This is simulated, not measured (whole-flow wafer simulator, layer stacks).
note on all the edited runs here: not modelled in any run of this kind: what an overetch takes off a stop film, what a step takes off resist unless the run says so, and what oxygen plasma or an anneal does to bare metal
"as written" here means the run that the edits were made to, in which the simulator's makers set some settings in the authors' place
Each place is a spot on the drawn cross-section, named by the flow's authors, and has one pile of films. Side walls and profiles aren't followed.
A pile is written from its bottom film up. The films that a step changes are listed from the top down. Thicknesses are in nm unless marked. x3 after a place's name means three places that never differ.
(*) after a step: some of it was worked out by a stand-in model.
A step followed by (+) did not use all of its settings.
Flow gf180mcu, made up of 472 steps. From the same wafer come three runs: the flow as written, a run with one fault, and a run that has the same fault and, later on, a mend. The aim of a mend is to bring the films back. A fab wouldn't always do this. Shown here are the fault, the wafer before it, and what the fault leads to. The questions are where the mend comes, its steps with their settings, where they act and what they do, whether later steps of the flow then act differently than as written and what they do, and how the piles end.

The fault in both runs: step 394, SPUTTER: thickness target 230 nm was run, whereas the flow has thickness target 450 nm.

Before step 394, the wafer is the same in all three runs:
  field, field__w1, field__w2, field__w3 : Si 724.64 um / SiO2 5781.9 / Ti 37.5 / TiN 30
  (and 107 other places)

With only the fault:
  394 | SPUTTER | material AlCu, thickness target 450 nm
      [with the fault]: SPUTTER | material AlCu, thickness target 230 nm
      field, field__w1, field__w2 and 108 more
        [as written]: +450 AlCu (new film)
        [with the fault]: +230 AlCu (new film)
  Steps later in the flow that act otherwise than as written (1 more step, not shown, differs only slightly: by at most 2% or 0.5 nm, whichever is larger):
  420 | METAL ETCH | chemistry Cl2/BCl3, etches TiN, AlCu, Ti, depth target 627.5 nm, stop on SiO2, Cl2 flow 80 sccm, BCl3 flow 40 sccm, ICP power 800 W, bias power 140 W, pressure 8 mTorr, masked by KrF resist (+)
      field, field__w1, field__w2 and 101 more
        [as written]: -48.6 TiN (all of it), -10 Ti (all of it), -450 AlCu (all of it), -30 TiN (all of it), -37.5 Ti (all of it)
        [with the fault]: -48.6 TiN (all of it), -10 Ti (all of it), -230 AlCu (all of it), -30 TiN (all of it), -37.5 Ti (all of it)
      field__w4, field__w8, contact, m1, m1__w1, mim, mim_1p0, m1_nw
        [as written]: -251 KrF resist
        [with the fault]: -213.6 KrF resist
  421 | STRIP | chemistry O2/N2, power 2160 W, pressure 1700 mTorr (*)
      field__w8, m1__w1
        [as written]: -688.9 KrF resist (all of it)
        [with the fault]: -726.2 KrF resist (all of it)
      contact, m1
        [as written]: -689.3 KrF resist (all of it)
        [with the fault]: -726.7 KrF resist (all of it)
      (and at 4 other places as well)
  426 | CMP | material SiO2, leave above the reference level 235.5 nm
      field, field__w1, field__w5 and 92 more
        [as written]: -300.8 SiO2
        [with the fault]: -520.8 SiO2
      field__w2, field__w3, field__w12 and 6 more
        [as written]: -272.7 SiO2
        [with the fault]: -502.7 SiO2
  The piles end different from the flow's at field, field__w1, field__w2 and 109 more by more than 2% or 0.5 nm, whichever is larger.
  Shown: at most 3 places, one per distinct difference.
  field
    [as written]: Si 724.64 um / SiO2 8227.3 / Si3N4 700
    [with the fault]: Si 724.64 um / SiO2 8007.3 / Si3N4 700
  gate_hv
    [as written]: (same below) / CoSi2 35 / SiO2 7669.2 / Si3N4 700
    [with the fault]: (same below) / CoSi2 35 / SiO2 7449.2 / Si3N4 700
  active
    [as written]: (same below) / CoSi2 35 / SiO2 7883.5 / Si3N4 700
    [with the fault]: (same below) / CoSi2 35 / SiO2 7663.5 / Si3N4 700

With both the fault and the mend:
  The mend follows step 394.
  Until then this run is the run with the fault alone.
  394a | SPUTTER | material AlCu, thickness target 220 nm (a further turn of the flow's step 394, with different settings)
      field, field__w1, field__w2 and 108 more
        +220 AlCu
  None of the later steps of the flow acts differently than as written at any place that is followed.
  By the end, the piles equal the flow's at every place that both follow.
